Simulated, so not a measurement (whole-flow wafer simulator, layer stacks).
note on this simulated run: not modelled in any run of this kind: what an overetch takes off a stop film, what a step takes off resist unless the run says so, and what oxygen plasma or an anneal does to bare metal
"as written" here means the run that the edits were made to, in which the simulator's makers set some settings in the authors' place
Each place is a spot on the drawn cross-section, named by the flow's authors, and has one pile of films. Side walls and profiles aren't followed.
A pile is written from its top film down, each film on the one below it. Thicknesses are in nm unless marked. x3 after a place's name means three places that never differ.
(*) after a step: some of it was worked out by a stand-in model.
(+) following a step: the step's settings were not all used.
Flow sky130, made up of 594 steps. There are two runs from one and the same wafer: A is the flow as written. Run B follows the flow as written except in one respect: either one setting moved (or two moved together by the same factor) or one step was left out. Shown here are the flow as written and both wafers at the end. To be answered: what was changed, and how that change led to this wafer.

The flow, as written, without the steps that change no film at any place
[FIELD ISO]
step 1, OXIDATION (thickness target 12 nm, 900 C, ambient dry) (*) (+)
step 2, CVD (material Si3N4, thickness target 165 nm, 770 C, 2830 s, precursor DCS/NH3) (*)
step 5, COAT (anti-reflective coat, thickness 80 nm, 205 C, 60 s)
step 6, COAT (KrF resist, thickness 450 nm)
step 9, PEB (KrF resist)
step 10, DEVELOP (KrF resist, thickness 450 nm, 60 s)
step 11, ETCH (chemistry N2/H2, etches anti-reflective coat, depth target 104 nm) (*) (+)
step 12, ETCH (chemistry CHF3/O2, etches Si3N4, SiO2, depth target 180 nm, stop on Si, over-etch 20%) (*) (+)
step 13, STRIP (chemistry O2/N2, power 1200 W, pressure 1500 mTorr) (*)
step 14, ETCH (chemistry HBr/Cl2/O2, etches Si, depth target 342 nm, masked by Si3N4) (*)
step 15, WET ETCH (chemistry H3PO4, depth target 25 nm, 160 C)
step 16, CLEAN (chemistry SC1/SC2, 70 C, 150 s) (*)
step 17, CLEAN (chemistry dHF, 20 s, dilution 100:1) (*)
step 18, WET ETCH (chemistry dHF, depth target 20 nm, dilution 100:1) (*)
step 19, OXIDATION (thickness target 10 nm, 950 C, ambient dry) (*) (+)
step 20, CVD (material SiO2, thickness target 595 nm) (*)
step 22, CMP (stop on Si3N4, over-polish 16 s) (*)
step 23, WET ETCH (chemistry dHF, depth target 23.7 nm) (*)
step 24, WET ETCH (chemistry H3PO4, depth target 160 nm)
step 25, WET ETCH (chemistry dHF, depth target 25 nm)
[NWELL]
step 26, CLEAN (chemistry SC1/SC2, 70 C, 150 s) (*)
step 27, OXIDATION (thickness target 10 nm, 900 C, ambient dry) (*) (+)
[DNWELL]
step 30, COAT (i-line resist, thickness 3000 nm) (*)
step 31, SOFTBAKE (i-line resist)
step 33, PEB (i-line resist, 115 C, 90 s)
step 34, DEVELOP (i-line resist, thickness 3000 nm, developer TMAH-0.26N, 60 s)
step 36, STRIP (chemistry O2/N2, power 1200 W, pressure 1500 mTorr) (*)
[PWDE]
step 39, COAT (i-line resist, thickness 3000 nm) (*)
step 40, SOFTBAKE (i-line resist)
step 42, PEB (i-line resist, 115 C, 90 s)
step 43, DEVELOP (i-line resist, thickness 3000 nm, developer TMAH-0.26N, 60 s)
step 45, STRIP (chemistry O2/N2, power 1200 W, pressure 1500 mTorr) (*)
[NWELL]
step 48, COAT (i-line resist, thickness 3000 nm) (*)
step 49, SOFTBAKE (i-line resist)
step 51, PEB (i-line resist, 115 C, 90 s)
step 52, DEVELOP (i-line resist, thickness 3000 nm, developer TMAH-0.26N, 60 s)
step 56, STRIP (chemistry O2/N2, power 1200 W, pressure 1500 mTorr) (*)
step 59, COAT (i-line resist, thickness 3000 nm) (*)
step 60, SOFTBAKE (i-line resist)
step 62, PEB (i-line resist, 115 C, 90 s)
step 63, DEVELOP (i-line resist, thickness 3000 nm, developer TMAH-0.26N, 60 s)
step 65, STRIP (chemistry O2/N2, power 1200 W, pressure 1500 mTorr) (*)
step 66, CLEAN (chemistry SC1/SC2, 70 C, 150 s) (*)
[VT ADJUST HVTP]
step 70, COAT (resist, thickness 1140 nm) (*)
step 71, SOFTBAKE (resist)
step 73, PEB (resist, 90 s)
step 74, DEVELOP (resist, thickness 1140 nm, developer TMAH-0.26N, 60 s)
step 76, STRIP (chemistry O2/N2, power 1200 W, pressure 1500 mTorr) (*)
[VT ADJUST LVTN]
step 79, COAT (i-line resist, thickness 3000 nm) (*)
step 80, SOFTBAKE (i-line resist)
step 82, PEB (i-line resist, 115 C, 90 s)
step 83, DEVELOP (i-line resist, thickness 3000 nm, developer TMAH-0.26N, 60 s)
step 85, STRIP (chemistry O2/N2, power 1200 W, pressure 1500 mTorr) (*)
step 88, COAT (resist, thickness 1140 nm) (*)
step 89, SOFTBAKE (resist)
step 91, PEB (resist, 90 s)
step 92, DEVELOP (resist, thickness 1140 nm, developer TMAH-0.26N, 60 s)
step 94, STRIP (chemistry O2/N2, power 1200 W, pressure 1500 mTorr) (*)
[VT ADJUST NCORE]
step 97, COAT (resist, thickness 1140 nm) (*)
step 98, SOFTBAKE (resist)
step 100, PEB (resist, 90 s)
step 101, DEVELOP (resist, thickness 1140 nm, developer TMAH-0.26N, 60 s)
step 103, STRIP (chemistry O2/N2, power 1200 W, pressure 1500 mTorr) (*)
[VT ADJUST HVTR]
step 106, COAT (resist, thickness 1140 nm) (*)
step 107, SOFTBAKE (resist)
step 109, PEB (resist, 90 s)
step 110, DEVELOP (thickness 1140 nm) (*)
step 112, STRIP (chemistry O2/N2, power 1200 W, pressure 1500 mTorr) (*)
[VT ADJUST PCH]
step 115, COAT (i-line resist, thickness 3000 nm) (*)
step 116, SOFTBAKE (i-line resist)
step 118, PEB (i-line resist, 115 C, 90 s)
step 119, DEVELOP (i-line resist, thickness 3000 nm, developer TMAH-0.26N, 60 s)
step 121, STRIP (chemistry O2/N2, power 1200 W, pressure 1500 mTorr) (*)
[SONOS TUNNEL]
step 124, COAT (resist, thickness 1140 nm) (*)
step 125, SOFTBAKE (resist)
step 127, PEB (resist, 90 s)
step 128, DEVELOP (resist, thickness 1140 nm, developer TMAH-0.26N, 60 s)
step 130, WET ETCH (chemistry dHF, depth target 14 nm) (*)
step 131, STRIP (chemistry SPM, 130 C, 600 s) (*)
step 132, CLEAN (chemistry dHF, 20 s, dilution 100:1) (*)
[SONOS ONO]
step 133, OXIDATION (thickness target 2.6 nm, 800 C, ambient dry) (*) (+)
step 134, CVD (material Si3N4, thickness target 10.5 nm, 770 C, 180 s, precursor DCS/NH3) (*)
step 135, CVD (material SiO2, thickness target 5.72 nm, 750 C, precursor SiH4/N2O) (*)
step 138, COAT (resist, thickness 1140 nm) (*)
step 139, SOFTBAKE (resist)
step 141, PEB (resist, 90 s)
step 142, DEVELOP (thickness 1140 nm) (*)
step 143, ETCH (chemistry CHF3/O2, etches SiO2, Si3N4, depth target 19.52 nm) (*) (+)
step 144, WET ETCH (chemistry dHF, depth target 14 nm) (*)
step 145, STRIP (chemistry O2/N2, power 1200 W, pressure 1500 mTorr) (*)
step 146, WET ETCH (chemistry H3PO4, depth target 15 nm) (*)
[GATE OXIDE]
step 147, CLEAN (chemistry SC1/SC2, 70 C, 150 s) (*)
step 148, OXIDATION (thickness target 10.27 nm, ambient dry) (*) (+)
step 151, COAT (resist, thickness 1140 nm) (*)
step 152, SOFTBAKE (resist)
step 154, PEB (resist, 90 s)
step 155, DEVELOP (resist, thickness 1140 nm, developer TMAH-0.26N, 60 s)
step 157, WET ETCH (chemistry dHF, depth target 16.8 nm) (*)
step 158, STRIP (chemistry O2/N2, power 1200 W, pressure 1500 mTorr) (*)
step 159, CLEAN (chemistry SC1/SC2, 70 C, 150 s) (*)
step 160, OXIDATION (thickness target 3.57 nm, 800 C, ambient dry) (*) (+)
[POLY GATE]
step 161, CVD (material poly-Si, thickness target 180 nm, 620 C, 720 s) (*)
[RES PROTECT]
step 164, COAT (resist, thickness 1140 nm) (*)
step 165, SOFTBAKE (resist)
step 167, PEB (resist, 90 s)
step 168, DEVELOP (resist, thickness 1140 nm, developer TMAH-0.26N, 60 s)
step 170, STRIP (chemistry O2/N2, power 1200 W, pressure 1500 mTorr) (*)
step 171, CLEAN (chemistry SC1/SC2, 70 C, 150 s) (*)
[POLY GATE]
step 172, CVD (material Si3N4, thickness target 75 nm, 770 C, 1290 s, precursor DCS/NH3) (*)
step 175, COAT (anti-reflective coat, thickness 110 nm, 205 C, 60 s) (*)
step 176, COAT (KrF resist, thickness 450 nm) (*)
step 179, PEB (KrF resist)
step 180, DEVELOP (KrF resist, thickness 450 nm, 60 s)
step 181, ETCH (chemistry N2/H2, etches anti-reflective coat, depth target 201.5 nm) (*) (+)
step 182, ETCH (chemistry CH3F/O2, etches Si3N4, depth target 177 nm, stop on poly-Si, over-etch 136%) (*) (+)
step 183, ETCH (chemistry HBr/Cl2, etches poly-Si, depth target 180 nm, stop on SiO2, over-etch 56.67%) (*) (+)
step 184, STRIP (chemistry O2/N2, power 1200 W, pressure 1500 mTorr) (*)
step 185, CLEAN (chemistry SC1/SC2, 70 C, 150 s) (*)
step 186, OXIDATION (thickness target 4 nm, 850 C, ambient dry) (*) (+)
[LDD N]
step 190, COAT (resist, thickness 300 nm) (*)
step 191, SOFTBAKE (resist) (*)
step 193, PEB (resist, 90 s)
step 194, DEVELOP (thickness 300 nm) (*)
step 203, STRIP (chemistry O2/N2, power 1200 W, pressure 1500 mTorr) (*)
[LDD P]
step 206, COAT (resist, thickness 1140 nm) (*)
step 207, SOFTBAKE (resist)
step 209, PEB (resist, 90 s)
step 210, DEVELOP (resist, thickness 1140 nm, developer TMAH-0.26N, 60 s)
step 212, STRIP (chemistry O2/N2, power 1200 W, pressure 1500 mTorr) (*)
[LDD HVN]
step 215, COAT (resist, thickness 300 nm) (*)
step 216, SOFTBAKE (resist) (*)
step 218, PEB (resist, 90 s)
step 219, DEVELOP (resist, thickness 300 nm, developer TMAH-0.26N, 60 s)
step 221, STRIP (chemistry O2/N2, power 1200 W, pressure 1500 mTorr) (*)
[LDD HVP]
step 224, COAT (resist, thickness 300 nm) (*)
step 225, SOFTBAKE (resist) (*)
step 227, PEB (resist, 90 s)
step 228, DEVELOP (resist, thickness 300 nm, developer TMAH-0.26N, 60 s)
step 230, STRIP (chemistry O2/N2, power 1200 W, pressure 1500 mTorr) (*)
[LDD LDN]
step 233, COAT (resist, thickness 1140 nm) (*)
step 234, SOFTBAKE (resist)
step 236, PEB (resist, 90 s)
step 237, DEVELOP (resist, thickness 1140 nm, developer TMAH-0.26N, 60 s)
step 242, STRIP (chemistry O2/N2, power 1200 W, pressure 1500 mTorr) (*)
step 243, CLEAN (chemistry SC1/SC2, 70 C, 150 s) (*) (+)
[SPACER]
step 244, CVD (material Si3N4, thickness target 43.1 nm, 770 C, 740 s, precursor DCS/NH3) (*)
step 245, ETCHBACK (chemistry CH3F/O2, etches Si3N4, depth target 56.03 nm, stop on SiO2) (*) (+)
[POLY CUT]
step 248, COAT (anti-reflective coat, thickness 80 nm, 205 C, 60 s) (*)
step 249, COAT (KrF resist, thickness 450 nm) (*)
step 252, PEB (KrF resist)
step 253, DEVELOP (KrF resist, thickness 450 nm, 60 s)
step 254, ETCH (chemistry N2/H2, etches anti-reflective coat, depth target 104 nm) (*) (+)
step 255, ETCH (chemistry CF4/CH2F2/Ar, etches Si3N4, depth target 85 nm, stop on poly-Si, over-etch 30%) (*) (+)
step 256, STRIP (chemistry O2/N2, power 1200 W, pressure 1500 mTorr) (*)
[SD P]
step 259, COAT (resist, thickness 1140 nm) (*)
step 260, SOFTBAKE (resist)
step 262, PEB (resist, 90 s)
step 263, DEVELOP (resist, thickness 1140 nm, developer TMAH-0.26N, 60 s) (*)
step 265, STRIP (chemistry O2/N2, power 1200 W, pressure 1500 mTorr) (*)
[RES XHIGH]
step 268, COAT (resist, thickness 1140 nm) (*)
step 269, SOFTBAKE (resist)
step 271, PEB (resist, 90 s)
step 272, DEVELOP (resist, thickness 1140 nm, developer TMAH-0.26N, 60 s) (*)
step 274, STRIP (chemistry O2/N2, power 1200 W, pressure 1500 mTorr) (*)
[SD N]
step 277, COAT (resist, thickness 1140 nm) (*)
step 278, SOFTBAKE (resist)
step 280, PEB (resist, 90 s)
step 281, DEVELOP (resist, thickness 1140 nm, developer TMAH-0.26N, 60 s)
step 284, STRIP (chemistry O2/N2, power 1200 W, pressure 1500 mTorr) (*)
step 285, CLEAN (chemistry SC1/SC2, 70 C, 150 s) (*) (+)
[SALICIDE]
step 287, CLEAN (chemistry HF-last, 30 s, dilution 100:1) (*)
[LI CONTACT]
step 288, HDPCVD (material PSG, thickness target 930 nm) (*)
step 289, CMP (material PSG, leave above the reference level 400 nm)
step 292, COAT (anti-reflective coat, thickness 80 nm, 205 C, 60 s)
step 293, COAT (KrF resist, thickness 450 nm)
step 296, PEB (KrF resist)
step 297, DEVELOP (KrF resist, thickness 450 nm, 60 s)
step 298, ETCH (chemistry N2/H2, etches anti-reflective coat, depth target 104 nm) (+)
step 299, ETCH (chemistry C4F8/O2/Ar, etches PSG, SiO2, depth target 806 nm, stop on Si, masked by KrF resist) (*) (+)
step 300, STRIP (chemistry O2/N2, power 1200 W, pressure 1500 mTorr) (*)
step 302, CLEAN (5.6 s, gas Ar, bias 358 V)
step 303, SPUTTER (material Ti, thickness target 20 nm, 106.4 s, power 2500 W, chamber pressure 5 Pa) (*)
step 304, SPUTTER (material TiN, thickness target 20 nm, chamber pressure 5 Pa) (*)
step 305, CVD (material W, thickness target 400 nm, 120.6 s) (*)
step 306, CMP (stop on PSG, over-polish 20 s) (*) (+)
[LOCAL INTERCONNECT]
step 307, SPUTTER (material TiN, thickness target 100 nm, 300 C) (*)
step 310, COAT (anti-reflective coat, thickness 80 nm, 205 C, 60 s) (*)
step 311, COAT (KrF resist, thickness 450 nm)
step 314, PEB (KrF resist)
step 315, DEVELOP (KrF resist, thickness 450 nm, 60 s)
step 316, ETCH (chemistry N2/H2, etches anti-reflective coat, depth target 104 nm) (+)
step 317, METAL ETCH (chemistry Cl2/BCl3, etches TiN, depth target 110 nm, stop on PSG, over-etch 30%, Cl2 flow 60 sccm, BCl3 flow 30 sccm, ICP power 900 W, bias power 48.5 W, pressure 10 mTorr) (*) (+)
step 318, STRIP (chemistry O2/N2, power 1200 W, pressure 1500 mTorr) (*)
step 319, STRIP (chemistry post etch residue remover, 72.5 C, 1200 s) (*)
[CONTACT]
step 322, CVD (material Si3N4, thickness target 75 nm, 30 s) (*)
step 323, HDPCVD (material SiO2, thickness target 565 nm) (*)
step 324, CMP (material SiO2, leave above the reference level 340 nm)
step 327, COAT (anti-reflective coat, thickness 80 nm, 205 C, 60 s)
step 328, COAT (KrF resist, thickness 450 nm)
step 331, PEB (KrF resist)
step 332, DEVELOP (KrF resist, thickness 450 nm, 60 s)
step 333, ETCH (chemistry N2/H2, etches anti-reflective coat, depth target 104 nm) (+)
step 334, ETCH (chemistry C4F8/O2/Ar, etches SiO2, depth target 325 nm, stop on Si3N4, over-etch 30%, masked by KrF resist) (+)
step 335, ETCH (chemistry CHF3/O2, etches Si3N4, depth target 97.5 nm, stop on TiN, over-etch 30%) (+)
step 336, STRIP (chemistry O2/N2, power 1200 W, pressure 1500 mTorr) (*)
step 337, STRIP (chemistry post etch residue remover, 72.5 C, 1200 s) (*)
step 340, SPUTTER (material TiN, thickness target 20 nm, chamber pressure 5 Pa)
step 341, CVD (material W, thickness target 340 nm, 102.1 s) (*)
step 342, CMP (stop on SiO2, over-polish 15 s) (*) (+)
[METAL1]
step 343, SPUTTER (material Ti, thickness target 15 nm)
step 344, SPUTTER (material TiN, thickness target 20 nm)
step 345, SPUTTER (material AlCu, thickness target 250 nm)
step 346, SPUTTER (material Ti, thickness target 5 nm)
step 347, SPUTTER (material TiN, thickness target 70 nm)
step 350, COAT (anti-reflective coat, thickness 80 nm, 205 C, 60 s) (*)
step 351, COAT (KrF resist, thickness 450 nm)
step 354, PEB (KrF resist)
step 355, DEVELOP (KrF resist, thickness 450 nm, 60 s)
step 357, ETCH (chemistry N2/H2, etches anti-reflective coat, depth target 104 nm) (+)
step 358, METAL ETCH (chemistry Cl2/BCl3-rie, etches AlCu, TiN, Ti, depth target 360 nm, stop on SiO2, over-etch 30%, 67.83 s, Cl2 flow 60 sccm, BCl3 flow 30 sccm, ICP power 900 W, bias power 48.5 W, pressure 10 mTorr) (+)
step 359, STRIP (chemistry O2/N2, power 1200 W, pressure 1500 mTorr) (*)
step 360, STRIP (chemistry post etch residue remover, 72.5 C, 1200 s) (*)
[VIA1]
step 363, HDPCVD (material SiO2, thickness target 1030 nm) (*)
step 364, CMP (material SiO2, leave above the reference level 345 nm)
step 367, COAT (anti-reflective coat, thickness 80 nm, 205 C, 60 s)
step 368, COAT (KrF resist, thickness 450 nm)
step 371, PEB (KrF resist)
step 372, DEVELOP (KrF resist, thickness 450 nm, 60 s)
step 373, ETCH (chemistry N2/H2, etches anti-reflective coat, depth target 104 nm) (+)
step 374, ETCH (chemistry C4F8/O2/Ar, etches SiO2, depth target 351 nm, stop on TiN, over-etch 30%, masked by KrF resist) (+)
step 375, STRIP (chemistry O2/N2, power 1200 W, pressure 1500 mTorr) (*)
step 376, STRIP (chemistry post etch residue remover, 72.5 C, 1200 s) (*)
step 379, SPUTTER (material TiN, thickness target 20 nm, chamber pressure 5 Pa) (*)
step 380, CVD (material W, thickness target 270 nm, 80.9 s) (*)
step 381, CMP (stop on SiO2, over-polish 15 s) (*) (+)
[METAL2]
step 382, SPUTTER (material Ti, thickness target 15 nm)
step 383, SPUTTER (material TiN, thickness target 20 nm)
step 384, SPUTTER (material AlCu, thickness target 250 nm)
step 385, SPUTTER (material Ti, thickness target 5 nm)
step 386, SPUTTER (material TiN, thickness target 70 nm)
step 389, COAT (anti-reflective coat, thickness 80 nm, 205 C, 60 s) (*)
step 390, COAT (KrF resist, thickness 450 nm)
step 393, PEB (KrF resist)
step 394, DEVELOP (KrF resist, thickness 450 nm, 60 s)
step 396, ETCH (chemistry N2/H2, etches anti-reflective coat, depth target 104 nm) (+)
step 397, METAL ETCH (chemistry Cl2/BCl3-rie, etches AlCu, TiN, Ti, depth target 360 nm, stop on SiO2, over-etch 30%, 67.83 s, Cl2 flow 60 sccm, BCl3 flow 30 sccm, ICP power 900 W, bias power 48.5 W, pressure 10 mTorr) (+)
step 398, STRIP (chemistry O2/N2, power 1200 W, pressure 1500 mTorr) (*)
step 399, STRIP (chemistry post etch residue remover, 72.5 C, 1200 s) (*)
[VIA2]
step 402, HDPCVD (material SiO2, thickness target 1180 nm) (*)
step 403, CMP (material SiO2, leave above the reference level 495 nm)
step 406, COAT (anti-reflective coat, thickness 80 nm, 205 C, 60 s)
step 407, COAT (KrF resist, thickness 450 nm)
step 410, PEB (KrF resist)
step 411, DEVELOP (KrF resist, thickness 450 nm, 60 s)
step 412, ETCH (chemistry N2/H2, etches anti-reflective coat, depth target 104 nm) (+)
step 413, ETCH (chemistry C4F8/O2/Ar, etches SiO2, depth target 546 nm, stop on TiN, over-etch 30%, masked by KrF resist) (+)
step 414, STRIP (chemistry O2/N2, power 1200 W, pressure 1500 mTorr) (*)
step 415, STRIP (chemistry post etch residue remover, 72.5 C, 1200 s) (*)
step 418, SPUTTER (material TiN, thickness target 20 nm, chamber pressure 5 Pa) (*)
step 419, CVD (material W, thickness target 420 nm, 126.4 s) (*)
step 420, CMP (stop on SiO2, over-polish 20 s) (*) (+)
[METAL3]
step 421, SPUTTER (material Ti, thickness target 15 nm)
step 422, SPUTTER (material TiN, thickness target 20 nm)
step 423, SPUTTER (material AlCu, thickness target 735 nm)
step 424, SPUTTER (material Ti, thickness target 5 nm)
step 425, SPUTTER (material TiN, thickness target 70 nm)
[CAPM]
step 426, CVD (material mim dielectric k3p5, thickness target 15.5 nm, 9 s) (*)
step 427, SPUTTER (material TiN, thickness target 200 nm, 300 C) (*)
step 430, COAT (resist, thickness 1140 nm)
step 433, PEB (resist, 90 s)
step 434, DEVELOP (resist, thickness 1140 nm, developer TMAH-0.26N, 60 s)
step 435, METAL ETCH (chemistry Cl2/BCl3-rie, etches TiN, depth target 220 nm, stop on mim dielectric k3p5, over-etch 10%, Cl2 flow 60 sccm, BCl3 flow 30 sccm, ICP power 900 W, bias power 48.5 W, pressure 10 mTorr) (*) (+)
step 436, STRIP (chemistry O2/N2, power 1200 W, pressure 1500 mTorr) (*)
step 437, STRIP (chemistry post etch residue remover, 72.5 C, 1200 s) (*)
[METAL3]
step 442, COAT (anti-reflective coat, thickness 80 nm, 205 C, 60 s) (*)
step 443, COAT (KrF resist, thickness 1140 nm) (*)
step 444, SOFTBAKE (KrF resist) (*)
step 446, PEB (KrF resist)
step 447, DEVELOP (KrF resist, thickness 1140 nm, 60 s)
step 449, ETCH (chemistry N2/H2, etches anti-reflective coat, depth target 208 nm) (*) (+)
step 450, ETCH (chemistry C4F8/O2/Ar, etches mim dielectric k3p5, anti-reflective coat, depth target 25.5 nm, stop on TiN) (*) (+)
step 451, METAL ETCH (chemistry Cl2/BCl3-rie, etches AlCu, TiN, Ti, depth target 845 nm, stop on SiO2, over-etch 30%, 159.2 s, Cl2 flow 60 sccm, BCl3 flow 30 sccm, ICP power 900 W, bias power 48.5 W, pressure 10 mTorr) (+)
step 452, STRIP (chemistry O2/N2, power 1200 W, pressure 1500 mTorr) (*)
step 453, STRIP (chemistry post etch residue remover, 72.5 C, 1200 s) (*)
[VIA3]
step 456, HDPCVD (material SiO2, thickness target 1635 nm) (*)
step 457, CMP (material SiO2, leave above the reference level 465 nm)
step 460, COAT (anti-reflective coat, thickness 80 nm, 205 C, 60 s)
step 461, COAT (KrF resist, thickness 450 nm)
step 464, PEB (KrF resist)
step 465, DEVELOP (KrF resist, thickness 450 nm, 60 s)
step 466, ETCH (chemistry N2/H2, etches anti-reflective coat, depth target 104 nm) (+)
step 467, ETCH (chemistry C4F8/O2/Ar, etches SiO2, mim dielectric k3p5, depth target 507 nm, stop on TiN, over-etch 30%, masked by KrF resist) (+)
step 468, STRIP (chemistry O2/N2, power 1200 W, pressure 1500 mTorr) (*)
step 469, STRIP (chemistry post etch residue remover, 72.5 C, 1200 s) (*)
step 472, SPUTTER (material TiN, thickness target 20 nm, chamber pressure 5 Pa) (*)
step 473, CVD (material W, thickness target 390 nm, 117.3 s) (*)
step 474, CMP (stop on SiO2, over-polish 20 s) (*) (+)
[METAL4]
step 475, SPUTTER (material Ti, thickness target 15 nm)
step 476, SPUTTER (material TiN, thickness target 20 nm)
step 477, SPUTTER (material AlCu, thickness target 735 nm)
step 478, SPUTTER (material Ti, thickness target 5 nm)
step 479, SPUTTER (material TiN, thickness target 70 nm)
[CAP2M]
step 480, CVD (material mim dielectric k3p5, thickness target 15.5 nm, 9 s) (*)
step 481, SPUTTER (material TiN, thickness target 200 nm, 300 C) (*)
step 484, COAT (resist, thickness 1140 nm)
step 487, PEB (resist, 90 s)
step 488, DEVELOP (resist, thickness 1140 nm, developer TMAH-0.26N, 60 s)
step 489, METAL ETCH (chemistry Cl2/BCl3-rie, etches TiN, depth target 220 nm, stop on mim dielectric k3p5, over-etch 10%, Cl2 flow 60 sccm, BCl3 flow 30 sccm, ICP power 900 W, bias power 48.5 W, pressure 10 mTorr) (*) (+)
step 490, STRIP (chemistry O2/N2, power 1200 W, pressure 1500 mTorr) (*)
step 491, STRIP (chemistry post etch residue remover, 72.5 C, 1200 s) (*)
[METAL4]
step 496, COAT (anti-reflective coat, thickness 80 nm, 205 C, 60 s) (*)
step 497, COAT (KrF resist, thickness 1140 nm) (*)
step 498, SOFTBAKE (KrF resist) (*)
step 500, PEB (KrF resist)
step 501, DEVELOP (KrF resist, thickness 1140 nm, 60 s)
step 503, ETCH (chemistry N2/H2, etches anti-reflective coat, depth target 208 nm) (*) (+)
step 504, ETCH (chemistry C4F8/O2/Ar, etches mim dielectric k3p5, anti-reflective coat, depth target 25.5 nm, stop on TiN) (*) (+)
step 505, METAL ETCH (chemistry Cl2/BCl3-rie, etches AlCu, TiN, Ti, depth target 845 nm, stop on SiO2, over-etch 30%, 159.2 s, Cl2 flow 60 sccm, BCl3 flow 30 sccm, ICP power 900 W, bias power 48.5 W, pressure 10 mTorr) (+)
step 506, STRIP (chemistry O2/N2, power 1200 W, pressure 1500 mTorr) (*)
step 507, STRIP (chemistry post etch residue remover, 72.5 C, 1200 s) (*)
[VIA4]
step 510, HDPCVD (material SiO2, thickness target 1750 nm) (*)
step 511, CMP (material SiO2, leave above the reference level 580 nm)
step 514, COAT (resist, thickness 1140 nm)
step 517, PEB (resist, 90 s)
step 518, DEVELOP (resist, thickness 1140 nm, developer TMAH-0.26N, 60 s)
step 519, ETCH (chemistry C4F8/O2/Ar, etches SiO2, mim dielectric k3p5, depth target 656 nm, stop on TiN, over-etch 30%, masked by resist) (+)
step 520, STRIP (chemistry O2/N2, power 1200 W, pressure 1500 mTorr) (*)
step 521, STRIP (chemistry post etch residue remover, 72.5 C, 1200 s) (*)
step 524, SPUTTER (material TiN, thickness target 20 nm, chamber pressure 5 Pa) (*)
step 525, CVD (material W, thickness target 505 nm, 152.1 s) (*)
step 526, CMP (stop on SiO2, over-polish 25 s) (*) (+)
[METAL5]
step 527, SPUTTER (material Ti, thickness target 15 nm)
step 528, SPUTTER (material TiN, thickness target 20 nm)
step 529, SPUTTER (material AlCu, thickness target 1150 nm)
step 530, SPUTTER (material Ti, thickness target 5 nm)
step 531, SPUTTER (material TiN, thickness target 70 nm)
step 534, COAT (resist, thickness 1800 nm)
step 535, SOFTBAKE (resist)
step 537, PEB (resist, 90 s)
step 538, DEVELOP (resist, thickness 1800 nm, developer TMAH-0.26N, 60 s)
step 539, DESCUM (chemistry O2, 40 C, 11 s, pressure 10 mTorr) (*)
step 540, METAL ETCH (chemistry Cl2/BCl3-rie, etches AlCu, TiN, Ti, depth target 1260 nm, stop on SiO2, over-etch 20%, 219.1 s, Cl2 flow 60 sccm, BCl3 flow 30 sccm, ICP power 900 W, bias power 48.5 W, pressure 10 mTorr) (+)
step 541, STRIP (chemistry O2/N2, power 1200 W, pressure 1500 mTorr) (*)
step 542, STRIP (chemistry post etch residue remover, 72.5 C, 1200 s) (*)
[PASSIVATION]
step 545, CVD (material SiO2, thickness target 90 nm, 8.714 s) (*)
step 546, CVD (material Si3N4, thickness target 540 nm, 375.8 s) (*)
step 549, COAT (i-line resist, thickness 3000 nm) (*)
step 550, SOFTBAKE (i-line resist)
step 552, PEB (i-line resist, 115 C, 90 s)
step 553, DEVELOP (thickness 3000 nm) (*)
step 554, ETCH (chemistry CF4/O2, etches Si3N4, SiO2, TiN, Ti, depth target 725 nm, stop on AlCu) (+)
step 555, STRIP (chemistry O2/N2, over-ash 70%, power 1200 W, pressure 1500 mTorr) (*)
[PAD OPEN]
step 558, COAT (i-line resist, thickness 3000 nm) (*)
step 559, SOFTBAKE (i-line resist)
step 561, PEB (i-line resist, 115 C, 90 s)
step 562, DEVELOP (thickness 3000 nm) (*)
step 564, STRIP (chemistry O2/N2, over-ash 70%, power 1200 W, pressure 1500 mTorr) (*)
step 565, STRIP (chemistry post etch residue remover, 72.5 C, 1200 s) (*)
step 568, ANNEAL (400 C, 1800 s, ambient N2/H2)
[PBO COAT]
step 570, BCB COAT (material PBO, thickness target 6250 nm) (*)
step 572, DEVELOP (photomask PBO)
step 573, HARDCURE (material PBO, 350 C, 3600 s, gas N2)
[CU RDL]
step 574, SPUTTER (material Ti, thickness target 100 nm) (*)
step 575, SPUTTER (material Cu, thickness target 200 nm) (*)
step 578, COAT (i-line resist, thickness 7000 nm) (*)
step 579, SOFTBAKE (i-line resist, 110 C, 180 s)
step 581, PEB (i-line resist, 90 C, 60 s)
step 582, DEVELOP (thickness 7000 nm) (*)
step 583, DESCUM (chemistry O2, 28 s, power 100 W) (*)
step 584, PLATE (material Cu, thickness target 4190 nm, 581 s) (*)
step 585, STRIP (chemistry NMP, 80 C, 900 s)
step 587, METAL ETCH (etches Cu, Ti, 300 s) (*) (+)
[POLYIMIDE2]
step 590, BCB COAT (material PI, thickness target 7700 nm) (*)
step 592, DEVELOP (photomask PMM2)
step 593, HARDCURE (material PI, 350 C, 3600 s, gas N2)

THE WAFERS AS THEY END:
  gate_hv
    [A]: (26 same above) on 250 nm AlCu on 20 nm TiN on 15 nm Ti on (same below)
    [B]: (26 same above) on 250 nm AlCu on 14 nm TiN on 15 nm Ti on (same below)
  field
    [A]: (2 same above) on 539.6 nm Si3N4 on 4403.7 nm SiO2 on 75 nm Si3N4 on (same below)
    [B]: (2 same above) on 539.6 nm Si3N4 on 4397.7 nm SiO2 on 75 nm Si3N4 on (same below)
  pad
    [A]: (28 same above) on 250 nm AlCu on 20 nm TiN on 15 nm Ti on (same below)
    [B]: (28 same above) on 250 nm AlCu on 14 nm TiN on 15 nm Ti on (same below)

The reason: step 344, SPUTTER: thickness target 14 nm was run, though the flow has thickness target 20 nm.
One can read it off the wafer: gate_hv has TiN 14, and step 344 as written asks for 20 nm.

The path from the change to this, step by step:
  step 344, SPUTTER (material TiN, thickness target 20 nm)
      field, active, n_well and 188 more: A +20 TiN (new film) | B +14 TiN (new film)
  step 358, METAL ETCH (chemistry Cl2/BCl3-rie, etches AlCu, TiN, Ti, depth target 360 nm, stop on SiO2, over-etch 30%, 67.83 s, Cl2 flow 60 sccm, BCl3 flow 30 sccm, ICP power 900 W, bias power 48.5 W, pressure 10 mTorr) (+)
      field, active, gate and 81 more: A -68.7 TiN (all of it), -5 Ti (all of it), -250 AlCu (all of it), -20 TiN (all of it), -15 Ti (all of it), -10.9 SiO2 | B -68.7 TiN (all of it), -5 Ti (all of it), -250 AlCu (all of it), -14 TiN (all of it), -15 Ti (all of it), -11.5 SiO2
